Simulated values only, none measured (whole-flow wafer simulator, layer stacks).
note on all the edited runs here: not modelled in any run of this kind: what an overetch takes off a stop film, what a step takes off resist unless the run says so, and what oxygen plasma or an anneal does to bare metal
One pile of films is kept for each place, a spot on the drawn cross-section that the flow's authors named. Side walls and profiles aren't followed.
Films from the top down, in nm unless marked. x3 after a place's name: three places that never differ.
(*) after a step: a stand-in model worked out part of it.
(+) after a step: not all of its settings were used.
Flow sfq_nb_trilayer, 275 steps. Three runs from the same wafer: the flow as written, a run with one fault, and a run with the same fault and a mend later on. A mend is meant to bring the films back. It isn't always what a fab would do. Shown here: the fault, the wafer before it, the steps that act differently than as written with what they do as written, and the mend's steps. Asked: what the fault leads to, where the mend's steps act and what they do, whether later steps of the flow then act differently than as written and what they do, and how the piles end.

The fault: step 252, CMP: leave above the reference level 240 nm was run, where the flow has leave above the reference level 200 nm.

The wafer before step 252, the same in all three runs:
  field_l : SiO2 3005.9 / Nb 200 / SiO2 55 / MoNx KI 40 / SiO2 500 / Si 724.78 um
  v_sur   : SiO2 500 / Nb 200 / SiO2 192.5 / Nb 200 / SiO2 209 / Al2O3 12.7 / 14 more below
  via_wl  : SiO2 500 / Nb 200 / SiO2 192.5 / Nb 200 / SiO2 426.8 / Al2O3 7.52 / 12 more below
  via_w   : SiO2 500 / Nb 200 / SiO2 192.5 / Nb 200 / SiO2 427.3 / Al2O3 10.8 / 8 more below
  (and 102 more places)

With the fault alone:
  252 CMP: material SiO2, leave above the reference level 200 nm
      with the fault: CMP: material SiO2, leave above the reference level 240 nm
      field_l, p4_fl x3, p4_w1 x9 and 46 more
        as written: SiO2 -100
        with the fault: SiO2 -60
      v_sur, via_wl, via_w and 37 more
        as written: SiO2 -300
        with the fault: SiO2 -260
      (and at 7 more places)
  Later steps of the flow that act differently than as written (3 more steps differ only slightly, by at most 2% or 0.5 nm, whichever is larger, and aren't shown):
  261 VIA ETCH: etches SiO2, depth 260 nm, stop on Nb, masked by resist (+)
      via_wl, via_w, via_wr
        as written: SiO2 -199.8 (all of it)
        with the fault: SiO2 -239.8 (all of it)
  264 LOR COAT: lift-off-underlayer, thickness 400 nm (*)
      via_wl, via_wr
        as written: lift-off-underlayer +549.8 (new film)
        with the fault: lift-off-underlayer +579.7 (new film)
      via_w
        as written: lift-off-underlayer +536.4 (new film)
        with the fault: lift-off-underlayer +563.7 (new film)
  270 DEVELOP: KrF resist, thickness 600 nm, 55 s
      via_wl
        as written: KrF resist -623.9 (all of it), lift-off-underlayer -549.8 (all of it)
        with the fault: KrF resist -628.9 (all of it), lift-off-underlayer -579.7 (all of it)
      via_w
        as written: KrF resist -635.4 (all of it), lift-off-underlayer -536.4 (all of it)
        with the fault: KrF resist -642.8 (all of it), lift-off-underlayer -563.7 (all of it)
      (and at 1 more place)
  At the end the piles differ from the flow's by more than 2% or 0.5 nm, whichever is larger, at v_sur, via_sp, via_v and 83 more.
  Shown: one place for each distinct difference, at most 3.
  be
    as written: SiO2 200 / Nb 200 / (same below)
    with the fault: SiO2 240 / Nb 200 / (same below)
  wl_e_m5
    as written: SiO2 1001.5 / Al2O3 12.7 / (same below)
    with the fault: SiO2 1041.5 / Al2O3 12.7 / (same below)
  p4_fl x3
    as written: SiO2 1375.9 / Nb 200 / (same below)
    with the fault: SiO2 1415.9 / Nb 200 / (same below)

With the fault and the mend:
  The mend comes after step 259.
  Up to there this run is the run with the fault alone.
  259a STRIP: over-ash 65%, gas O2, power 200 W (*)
      field_l, v_sur, via_sp and 100 more
        KrF resist -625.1 (all of it), anti-reflective coat -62 (all of it)
      via_wl, via_w, via_wr
        anti-reflective coat -62 (all of it)
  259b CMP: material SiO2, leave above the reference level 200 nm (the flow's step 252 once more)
      field_l, v_sur, via_wl and 103 more
        SiO2 -40
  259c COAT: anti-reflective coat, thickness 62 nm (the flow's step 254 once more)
      field_l, v_sur, via_wl and 103 more
        anti-reflective coat +62 (new film)
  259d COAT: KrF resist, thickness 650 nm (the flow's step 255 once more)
      field_l, v_sur, via_wl and 103 more
        KrF resist +650 (new film)
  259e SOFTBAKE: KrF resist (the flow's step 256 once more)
      changes no film at any place that is followed
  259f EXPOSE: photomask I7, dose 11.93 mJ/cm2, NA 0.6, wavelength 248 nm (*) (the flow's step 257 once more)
      changes no film at any place that is followed
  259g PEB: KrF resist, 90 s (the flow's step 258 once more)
      field_l, v_sur, via_wl and 103 more
        KrF resist -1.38
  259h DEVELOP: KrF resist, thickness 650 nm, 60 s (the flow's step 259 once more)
      field_l, v_sur, via_sp and 100 more
        KrF resist -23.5
      via_wl, via_w, via_wr
        KrF resist -648.6 (all of it)
  No later step of the flow acts differently than as written at any place that is followed.
  At the end the piles are the same as the flow's at every place that both follow.
